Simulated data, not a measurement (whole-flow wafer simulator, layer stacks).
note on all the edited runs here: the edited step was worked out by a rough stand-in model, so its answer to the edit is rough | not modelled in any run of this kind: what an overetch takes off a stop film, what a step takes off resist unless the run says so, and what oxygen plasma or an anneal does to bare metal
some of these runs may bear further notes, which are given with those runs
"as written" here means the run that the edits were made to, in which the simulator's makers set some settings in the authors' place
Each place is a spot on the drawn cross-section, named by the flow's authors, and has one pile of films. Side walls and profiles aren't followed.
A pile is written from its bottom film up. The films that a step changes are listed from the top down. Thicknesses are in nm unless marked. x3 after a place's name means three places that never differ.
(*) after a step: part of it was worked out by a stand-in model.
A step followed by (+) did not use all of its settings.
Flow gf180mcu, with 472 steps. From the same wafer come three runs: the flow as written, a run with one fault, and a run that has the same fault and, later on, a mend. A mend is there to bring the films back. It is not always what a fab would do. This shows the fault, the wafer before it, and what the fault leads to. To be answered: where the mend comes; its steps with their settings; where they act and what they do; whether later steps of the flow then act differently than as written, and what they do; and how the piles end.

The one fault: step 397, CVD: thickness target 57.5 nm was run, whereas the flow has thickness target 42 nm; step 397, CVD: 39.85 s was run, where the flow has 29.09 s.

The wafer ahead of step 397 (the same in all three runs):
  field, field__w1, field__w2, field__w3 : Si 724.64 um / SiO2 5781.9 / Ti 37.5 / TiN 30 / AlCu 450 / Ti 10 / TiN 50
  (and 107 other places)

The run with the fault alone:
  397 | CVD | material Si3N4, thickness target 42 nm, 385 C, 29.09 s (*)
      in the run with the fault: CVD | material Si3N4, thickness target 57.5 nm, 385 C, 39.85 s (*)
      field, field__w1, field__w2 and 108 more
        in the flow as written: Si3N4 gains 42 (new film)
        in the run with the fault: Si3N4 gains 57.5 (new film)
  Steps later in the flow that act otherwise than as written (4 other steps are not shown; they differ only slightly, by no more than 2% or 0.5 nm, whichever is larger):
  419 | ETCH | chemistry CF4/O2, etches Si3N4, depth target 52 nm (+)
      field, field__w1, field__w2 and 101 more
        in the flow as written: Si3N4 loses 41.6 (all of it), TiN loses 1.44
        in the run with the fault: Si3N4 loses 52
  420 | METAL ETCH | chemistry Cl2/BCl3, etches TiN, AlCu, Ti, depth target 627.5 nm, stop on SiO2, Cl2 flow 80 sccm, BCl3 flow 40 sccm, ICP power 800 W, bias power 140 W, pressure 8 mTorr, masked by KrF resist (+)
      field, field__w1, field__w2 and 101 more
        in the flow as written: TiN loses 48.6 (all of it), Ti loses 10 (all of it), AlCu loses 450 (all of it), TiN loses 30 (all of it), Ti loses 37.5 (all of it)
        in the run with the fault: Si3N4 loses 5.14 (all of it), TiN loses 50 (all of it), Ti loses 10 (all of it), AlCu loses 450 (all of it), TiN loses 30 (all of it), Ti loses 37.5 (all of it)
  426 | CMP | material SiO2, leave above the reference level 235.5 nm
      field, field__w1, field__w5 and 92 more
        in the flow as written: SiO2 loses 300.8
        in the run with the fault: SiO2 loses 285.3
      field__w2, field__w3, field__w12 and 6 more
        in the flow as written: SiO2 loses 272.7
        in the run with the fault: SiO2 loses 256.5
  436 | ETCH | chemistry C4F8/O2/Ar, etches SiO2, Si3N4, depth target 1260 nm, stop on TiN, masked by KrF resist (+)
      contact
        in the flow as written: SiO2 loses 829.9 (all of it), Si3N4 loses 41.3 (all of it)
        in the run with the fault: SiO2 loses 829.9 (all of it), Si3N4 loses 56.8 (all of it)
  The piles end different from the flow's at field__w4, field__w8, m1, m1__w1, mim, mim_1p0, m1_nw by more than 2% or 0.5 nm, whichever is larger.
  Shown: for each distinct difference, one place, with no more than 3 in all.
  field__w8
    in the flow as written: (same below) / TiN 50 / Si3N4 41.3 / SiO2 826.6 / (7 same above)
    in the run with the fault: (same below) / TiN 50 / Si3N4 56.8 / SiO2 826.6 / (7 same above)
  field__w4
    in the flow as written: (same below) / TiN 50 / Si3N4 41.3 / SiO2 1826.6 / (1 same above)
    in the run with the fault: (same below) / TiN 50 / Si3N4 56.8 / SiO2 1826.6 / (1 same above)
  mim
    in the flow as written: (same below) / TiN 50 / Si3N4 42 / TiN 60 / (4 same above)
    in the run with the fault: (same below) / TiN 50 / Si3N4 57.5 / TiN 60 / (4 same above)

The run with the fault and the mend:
  The mend stands after step 397.
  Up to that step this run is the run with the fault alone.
  397a | WET ETCH | chemistry H3PO4, depth target 15.5 nm, 160 C (the flow's step 14, run once more with other settings)
      field, field__w1, field__w2 and 108 more
        Si3N4 loses 15.5
  Every later step of the flow that is run acts as written at every place that is followed.
  By the end, the piles equal the flow's at every place that both follow.
